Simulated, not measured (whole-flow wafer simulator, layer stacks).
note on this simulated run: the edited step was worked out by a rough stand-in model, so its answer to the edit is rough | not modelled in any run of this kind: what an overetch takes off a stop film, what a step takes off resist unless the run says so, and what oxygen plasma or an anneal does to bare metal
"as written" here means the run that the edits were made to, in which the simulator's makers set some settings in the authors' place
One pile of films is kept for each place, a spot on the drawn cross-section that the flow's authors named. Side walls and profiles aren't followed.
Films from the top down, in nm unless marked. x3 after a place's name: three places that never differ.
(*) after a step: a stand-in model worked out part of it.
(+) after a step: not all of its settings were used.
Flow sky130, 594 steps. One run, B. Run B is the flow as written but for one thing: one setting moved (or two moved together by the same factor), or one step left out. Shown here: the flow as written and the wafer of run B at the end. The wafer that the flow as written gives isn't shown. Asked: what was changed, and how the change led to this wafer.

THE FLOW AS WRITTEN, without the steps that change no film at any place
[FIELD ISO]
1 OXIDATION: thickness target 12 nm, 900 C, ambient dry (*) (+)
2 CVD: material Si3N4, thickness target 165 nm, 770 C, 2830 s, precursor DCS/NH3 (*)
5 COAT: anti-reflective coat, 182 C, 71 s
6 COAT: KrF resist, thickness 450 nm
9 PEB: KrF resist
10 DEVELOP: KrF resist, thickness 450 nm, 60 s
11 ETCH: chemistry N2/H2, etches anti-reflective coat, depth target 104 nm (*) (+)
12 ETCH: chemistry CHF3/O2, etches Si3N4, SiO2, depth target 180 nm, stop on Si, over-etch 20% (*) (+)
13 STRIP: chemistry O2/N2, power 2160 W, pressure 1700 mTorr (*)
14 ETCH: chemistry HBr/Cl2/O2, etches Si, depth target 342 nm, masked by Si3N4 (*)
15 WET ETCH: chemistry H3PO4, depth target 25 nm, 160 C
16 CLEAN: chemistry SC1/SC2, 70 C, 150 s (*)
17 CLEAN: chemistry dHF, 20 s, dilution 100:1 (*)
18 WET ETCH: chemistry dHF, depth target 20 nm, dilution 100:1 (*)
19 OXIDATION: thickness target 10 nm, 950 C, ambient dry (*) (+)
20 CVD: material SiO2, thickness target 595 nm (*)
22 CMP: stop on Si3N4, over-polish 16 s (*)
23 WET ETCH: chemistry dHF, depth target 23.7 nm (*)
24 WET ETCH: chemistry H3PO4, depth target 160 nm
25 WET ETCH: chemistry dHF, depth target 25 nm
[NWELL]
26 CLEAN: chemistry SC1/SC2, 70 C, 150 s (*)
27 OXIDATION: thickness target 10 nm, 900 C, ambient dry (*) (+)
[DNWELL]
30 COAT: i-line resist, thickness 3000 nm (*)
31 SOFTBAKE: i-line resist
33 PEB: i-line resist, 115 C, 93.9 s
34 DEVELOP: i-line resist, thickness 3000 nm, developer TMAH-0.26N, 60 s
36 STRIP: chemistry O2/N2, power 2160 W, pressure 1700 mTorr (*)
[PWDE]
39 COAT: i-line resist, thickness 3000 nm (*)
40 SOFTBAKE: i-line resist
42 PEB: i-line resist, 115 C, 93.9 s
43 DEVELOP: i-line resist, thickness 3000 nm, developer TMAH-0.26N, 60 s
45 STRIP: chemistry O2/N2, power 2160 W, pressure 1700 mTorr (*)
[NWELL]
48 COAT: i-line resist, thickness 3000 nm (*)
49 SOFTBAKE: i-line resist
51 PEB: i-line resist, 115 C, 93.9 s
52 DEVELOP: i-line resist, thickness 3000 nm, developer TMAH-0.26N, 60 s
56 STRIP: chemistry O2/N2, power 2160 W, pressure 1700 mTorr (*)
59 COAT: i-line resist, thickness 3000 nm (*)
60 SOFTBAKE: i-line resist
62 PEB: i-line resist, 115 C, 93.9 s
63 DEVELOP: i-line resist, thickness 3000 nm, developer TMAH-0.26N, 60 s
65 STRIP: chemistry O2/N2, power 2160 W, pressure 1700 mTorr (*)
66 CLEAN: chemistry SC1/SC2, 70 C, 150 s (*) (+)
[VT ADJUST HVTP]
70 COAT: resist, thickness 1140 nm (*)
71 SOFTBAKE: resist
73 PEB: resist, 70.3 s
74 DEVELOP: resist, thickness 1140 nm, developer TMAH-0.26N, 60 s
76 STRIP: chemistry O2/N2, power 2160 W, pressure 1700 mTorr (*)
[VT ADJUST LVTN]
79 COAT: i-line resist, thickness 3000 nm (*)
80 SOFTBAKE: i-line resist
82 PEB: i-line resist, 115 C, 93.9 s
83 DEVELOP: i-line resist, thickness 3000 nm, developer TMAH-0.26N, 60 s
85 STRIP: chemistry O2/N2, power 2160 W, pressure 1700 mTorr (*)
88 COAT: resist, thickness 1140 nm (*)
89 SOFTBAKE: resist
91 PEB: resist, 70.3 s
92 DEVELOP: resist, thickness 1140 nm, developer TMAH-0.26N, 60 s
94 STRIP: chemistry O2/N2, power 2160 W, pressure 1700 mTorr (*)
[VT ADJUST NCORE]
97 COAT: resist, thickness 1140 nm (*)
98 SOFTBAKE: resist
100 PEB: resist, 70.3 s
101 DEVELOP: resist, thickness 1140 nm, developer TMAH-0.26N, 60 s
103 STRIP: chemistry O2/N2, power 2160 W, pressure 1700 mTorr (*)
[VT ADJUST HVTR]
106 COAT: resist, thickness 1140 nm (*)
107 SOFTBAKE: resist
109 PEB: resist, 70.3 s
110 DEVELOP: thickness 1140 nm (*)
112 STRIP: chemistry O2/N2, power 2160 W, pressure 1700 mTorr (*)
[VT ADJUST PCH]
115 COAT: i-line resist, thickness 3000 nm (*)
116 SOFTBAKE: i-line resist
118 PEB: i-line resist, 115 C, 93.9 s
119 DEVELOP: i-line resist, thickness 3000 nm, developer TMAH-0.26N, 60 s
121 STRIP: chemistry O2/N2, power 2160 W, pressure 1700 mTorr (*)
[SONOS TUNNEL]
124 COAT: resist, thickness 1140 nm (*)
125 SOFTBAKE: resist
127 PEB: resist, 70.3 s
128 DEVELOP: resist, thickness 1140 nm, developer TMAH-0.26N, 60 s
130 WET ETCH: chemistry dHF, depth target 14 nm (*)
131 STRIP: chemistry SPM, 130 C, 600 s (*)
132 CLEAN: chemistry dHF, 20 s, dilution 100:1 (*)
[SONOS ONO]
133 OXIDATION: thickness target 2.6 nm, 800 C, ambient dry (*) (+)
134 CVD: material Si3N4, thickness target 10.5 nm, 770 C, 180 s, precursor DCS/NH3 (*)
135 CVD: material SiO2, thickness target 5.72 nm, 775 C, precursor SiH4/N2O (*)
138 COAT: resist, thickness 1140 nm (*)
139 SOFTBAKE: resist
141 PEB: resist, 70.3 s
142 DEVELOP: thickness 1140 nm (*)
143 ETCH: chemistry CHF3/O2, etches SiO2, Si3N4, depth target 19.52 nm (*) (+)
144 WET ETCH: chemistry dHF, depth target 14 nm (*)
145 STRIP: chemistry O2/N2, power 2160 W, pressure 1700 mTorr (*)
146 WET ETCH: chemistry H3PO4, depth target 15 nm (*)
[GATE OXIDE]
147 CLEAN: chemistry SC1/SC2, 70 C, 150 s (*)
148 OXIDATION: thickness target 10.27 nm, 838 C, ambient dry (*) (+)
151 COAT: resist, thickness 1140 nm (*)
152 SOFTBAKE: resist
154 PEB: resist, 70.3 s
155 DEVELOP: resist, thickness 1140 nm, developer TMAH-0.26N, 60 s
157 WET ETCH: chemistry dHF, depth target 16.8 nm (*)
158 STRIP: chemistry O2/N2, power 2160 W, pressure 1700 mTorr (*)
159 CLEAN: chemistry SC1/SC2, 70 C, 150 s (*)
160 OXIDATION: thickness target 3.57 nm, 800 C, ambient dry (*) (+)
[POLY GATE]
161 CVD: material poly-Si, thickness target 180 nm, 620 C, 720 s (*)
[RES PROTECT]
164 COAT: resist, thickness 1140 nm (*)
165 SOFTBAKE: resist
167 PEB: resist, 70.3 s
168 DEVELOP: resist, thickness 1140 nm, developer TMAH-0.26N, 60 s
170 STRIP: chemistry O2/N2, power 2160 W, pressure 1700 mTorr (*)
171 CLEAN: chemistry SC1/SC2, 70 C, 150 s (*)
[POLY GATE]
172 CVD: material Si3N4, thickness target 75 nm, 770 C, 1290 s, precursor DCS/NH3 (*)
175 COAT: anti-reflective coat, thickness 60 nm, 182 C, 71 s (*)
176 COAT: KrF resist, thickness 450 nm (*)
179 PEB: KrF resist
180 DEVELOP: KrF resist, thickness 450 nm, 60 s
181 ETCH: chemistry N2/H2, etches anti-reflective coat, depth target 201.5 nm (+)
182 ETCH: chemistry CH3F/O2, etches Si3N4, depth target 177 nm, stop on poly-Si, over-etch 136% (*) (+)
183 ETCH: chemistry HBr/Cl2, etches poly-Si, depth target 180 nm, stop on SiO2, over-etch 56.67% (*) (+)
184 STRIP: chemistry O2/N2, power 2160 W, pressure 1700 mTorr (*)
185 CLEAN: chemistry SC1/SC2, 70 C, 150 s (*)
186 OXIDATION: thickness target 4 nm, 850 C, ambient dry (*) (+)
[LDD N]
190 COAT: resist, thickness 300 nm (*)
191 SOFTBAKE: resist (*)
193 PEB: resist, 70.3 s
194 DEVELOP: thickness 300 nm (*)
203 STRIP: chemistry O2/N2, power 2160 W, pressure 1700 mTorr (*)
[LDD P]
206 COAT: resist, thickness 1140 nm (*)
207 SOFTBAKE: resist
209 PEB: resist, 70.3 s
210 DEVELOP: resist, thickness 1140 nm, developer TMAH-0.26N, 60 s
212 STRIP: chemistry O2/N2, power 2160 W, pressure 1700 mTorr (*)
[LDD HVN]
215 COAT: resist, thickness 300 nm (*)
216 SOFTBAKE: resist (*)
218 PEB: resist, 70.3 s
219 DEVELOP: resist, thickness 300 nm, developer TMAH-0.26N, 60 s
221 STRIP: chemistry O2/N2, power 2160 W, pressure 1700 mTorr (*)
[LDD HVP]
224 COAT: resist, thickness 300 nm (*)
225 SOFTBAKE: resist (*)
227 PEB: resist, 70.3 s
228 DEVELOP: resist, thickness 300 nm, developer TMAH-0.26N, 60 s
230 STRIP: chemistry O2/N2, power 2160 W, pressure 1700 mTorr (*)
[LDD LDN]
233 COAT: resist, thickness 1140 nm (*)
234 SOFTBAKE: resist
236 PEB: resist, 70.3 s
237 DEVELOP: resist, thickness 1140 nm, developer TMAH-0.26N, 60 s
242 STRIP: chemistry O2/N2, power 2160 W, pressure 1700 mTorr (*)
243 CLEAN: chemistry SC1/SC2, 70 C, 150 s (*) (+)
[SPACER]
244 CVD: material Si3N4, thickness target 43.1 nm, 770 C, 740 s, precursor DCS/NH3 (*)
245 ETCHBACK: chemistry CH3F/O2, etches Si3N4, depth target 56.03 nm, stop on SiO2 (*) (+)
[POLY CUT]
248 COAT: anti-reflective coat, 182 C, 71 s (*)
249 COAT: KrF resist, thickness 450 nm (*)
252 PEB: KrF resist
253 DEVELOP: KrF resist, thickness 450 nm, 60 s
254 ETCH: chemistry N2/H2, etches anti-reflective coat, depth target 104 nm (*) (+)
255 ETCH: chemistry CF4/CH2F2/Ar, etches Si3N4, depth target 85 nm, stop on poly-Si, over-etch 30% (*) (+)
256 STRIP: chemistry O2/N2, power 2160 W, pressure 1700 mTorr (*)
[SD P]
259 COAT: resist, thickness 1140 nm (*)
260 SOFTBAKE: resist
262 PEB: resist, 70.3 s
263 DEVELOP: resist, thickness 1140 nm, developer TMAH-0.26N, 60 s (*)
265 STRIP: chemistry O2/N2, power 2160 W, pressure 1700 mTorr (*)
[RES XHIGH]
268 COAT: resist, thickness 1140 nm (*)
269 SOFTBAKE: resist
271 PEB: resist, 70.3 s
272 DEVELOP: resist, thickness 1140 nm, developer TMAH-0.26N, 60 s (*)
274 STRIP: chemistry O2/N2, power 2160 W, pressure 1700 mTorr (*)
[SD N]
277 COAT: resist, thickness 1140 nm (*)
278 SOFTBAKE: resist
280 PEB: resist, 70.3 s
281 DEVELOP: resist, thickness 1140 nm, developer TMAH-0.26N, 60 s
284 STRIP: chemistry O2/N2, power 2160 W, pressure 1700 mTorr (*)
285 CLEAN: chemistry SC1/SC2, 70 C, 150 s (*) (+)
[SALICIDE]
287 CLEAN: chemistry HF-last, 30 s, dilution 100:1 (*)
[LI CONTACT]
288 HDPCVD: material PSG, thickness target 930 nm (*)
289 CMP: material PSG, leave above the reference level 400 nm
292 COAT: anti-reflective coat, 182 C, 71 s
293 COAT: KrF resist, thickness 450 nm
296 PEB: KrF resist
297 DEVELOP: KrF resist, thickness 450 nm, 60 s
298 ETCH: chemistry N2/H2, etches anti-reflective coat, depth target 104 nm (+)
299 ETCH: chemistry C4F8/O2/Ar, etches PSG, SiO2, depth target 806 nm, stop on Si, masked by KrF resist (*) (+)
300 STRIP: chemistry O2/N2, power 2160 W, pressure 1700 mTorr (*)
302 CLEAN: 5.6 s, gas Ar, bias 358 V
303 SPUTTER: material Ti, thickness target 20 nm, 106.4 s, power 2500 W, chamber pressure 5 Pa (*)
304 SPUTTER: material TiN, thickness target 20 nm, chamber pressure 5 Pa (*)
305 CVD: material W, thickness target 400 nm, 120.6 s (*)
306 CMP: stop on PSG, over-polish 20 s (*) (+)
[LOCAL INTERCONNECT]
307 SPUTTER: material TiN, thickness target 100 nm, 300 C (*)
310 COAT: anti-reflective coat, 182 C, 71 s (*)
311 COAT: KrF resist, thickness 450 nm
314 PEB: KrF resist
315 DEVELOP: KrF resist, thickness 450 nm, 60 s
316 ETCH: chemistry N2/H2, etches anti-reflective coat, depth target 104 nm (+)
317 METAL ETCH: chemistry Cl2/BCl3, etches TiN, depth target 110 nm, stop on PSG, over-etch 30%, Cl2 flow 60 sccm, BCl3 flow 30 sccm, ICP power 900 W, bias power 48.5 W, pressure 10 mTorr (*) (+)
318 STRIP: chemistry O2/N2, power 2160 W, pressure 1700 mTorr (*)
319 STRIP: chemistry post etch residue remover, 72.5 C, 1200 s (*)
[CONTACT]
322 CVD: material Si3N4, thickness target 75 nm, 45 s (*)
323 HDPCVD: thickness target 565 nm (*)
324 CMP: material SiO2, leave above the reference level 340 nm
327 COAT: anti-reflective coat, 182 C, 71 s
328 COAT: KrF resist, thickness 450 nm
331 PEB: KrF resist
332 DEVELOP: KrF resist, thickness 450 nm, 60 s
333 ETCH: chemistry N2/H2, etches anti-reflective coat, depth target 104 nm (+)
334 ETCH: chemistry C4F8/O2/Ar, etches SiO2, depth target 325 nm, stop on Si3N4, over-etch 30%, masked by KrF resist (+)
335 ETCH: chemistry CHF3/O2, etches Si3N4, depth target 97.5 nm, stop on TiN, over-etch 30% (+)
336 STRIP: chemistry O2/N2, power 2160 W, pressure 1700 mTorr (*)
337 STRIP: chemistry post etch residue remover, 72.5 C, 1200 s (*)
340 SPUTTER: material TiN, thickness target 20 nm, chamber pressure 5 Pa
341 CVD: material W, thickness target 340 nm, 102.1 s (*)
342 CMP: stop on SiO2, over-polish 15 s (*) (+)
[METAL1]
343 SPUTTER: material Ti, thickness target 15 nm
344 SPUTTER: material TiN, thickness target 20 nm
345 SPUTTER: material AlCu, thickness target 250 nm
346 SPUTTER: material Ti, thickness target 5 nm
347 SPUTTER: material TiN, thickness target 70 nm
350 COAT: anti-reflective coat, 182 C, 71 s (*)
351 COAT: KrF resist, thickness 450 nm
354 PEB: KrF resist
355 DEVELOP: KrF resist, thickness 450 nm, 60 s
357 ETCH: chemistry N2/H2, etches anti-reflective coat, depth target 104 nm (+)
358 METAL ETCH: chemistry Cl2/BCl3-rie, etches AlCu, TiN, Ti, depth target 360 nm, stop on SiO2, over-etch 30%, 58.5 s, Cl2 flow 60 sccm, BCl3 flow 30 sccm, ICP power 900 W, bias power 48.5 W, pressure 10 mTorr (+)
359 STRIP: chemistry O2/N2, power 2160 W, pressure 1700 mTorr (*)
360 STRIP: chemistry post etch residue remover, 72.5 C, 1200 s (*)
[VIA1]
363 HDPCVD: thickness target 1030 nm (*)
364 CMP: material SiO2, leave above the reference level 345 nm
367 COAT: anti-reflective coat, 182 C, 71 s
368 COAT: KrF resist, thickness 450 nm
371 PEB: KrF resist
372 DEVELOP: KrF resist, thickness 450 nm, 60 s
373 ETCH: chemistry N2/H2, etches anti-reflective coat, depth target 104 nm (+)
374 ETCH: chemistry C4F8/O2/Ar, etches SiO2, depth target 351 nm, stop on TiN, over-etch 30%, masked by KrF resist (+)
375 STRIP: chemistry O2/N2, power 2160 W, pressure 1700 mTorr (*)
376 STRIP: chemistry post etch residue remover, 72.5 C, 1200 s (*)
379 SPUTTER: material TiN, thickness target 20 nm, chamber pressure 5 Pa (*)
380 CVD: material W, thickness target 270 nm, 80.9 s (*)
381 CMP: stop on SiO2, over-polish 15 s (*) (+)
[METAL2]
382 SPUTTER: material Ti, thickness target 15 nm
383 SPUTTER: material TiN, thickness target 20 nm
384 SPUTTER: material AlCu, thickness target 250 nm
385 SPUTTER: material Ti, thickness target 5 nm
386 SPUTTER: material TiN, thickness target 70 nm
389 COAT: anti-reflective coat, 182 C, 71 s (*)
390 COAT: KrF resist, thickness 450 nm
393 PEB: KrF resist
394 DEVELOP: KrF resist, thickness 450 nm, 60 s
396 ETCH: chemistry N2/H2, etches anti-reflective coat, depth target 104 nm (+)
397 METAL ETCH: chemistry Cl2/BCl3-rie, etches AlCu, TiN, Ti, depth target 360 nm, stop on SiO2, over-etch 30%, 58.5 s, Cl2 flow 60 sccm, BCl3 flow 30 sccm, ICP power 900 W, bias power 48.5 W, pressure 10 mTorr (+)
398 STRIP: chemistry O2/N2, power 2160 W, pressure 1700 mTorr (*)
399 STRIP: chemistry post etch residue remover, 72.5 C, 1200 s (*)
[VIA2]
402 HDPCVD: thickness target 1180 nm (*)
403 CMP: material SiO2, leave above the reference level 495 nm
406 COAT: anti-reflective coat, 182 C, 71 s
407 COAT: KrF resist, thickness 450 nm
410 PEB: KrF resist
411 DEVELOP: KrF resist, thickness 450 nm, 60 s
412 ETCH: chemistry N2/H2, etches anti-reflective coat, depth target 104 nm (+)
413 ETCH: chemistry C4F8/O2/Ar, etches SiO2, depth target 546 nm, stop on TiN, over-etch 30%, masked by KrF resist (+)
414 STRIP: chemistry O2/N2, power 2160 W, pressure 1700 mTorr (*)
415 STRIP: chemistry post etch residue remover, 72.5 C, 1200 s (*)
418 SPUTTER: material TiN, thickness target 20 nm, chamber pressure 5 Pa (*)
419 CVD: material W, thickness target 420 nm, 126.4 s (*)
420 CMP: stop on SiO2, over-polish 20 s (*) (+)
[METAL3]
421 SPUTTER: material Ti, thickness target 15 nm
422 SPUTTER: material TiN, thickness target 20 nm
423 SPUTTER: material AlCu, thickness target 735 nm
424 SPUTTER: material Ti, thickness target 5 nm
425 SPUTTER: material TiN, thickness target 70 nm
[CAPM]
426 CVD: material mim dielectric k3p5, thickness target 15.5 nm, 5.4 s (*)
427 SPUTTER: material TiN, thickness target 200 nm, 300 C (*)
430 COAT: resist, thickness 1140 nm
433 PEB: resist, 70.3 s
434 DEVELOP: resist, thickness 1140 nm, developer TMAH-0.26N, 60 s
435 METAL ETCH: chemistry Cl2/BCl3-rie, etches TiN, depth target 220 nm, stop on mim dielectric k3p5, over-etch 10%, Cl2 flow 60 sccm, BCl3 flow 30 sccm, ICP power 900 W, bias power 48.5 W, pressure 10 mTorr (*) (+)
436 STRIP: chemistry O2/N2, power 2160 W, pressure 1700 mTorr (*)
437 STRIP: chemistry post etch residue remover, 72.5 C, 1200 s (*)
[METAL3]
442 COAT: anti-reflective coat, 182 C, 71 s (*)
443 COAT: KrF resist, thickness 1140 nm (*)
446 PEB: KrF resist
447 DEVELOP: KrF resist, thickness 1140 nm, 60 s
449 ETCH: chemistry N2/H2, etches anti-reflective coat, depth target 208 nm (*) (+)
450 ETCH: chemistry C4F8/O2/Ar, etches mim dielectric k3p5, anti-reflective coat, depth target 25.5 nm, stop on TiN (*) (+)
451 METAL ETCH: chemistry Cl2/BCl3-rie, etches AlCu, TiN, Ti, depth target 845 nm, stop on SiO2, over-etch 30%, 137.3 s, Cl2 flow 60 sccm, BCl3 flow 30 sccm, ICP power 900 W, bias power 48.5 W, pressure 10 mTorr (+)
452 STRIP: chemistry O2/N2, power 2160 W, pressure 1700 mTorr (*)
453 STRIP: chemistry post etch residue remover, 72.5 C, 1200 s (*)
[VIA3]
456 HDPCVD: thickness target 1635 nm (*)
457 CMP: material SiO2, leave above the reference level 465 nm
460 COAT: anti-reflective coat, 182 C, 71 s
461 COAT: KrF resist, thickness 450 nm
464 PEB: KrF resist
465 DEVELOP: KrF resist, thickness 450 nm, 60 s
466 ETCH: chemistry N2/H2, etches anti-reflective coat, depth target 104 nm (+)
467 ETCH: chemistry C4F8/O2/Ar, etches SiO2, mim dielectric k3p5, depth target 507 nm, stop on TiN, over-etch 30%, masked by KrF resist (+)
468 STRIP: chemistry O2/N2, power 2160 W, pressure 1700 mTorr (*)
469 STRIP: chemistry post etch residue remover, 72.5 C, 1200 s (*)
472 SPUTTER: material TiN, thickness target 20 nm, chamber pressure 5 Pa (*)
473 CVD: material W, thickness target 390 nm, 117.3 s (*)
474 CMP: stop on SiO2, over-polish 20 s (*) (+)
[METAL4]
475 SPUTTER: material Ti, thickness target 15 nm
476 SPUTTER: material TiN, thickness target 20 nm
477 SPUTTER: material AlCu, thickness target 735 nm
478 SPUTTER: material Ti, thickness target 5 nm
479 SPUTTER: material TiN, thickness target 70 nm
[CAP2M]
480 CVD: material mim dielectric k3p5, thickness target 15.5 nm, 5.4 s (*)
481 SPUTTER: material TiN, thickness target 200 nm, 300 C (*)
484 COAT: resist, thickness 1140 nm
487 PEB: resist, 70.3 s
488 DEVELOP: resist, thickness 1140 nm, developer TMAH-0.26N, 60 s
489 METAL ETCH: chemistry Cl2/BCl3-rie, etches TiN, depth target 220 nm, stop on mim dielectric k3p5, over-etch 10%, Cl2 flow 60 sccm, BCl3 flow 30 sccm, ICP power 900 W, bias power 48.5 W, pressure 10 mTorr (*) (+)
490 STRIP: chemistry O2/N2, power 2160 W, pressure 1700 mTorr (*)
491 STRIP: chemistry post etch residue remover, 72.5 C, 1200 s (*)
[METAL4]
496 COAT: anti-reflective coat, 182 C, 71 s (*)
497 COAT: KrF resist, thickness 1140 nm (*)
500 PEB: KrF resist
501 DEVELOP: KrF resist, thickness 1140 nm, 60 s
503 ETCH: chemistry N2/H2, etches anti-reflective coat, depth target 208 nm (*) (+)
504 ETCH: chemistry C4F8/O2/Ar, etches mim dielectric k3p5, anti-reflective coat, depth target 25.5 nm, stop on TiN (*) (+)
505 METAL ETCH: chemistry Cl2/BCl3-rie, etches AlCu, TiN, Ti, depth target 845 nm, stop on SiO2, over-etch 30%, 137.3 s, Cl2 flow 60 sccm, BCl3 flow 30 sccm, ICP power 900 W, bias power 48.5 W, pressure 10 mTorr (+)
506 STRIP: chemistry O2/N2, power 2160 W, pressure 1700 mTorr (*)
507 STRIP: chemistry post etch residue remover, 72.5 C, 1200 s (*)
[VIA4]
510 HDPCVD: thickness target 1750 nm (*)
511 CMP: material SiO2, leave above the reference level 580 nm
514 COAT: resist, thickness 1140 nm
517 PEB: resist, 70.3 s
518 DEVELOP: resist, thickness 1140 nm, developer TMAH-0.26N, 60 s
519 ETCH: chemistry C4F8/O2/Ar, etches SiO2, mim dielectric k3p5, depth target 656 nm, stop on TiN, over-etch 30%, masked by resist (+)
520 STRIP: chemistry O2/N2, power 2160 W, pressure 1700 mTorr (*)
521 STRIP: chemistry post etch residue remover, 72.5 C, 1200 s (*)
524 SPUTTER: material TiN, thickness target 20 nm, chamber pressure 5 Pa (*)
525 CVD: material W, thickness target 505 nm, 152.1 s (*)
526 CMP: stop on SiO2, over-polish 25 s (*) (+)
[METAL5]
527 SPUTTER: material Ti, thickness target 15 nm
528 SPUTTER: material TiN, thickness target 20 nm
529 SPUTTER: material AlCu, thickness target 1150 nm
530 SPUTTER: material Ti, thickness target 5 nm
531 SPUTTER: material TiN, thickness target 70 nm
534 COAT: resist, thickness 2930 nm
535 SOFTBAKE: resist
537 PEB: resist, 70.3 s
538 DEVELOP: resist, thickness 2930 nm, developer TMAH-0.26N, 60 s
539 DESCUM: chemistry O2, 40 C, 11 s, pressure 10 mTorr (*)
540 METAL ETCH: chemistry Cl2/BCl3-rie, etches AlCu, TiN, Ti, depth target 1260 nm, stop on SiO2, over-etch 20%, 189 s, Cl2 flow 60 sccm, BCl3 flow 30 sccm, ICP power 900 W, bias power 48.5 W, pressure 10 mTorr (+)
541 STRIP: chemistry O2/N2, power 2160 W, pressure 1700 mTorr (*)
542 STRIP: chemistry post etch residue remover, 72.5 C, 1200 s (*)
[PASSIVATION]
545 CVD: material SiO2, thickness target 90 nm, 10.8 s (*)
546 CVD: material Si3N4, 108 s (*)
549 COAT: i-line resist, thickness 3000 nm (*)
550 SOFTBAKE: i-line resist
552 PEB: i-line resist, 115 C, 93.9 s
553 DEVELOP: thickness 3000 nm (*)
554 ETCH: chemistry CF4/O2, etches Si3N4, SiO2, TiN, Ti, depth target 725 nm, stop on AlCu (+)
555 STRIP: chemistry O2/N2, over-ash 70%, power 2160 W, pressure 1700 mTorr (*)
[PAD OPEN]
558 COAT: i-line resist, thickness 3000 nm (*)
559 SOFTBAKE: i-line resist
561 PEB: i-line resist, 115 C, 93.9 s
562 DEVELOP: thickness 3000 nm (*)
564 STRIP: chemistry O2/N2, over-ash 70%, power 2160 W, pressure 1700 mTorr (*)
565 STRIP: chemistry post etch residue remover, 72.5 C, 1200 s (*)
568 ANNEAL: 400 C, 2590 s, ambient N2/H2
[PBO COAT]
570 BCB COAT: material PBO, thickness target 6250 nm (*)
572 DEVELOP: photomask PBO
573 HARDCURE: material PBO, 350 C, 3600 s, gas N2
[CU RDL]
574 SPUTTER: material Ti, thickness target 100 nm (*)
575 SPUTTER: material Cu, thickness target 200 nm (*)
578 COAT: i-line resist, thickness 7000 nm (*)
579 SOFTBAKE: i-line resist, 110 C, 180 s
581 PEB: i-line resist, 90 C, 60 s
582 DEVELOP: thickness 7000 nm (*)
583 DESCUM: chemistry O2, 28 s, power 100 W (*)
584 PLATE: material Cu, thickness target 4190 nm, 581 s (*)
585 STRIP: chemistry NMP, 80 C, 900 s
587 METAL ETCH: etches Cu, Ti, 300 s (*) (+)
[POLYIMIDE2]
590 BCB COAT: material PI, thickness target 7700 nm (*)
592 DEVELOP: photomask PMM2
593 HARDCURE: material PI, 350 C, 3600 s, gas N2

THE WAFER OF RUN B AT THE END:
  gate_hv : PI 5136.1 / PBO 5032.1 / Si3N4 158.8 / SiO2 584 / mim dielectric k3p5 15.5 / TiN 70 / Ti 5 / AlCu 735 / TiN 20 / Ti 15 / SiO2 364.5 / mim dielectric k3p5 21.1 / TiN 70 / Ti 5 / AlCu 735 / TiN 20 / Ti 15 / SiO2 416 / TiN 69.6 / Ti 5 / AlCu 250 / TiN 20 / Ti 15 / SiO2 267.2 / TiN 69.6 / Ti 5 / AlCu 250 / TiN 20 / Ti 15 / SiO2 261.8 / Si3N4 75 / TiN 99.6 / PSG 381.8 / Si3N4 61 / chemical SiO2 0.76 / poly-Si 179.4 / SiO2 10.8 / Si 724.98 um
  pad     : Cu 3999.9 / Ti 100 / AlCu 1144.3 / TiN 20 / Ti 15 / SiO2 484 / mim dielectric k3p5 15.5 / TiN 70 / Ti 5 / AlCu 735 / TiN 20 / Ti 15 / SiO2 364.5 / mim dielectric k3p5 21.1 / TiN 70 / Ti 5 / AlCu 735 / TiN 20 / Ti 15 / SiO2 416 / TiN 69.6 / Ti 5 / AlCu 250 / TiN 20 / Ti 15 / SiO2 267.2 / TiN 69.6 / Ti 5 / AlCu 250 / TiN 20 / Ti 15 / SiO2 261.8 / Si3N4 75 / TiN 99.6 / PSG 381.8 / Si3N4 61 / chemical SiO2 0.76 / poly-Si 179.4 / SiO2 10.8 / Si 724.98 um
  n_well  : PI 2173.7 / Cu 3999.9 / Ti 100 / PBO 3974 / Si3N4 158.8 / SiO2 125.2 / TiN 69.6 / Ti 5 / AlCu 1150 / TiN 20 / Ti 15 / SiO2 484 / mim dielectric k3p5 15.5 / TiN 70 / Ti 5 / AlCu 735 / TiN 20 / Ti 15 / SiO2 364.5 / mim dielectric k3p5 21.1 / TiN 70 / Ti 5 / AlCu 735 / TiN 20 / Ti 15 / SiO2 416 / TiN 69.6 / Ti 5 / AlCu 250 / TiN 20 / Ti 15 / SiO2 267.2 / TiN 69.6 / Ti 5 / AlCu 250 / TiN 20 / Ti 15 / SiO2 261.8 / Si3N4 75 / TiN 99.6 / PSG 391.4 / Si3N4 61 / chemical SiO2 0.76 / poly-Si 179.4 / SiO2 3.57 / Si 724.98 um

The cause: step 426, CVD: thickness target 21.1 nm was run, where the flow has thickness target 15.5 nm; step 426, CVD: 7.34 s was run, where the flow has 5.4 s.
It can be read off the wafer: gate_hv has mim dielectric k3p5 21.1, and step 426 as written asks for 15.5 nm.

How the change led to this, step by step:
  426 CVD: material mim dielectric k3p5, thickness target 15.5 nm, 5.4 s (*)
      field, active, n_well and 188 more: mim dielectric k3p5 +21.1 (new film) (as written it would be: mim dielectric k3p5 +15.5 (new film))
  450 ETCH: chemistry C4F8/O2/Ar, etches mim dielectric k3p5, anti-reflective coat, depth target 25.5 nm, stop on TiN (*) (+)
      n_well, p_well, gate_hv and 104 more: KrF resist -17 (as written it would be: KrF resist -15.5)
      field, active, gate and 82 more: mim dielectric k3p5 -21.1 (all of it) (as written it would be: mim dielectric k3p5 -15.5 (all of it))
  467 ETCH: chemistry C4F8/O2/Ar, etches SiO2, mim dielectric k3p5, depth target 507 nm, stop on TiN, over-etch 30%, masked by KrF resist (+)
      m1: SiO2 -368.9 (all of it), mim dielectric k3p5 -21.1 (all of it) (as written it would be: SiO2 -374.5 (all of it), mim dielectric k3p5 -15.5 (all of it))
      via3_hole: SiO2 -368.3 (all of it), mim dielectric k3p5 -21.1 (all of it) (as written it would be: SiO2 -373.9 (all of it), mim dielectric k3p5 -15.5 (all of it))
